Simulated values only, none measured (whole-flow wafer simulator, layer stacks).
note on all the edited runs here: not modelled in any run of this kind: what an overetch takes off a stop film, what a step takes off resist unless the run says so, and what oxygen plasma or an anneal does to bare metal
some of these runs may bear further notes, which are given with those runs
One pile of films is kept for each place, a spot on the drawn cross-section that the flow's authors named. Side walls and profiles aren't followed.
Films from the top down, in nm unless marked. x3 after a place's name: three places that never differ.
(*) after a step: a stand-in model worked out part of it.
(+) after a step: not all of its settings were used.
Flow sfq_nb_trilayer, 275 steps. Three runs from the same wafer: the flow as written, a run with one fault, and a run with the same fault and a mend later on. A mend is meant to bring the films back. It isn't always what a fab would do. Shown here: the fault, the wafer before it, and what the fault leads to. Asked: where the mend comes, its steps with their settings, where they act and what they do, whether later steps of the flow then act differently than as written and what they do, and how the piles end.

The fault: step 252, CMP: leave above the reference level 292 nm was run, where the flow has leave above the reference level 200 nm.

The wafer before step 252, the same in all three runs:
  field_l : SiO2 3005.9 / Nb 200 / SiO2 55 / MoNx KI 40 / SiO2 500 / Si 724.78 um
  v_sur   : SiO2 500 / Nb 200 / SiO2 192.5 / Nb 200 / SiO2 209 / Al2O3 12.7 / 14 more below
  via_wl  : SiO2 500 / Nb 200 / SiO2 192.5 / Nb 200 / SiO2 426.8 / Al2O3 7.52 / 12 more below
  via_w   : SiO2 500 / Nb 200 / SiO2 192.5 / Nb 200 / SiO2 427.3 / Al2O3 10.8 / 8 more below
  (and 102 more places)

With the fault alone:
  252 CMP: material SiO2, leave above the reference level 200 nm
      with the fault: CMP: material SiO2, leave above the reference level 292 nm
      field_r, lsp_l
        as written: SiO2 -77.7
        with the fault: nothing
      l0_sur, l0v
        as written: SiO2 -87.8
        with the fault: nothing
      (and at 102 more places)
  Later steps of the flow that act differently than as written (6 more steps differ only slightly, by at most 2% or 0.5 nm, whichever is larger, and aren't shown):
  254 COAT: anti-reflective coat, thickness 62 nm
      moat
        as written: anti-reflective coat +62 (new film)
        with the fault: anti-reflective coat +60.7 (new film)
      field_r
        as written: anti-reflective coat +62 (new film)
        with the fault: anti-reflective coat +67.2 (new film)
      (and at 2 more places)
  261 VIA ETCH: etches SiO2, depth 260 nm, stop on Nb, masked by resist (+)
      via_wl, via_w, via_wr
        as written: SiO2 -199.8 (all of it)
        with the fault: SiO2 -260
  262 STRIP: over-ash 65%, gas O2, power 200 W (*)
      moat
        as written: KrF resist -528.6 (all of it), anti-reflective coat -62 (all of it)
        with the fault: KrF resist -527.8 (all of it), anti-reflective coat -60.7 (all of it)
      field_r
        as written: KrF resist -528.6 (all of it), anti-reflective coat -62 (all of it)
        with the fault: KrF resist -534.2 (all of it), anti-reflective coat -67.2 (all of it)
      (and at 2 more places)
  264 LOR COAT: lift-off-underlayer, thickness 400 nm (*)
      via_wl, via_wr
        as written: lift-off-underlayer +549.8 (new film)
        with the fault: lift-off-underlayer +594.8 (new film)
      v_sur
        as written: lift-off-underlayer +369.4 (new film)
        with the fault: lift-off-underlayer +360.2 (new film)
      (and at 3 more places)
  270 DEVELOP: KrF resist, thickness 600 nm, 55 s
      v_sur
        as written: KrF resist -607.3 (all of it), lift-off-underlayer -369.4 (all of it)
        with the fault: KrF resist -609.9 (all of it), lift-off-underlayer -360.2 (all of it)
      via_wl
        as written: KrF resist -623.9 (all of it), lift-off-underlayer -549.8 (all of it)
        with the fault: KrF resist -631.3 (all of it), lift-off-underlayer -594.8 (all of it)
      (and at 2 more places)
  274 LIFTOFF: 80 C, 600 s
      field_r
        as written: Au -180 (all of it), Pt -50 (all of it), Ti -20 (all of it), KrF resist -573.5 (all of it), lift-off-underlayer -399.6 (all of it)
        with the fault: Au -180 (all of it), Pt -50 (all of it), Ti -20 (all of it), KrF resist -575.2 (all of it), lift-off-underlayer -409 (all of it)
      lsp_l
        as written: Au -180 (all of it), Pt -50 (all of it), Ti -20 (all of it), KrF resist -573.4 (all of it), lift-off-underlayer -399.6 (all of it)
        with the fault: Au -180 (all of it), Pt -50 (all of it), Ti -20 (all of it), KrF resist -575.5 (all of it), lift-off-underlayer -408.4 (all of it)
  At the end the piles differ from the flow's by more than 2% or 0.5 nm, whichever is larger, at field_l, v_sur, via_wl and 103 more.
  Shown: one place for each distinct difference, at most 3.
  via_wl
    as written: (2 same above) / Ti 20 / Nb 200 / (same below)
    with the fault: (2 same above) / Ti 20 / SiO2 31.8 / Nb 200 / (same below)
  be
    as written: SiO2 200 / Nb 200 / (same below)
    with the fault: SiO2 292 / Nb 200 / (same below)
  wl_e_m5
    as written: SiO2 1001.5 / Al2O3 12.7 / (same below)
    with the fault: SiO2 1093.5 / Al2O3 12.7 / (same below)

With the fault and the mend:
  The mend comes after step 253.
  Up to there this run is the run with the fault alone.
  253a CMP: material SiO2, leave above the reference level 200 nm (the flow's step 252 once more)
      field_l, v_sur, via_wl and 99 more
        SiO2 -92
      field_r, lsp_l
        SiO2 -77.7
      l0_sur, l0v
        SiO2 -87.8
  No later step of the flow acts differently than as written at any place that is followed.
  At the end the piles are the same as the flow's at every place that both follow.
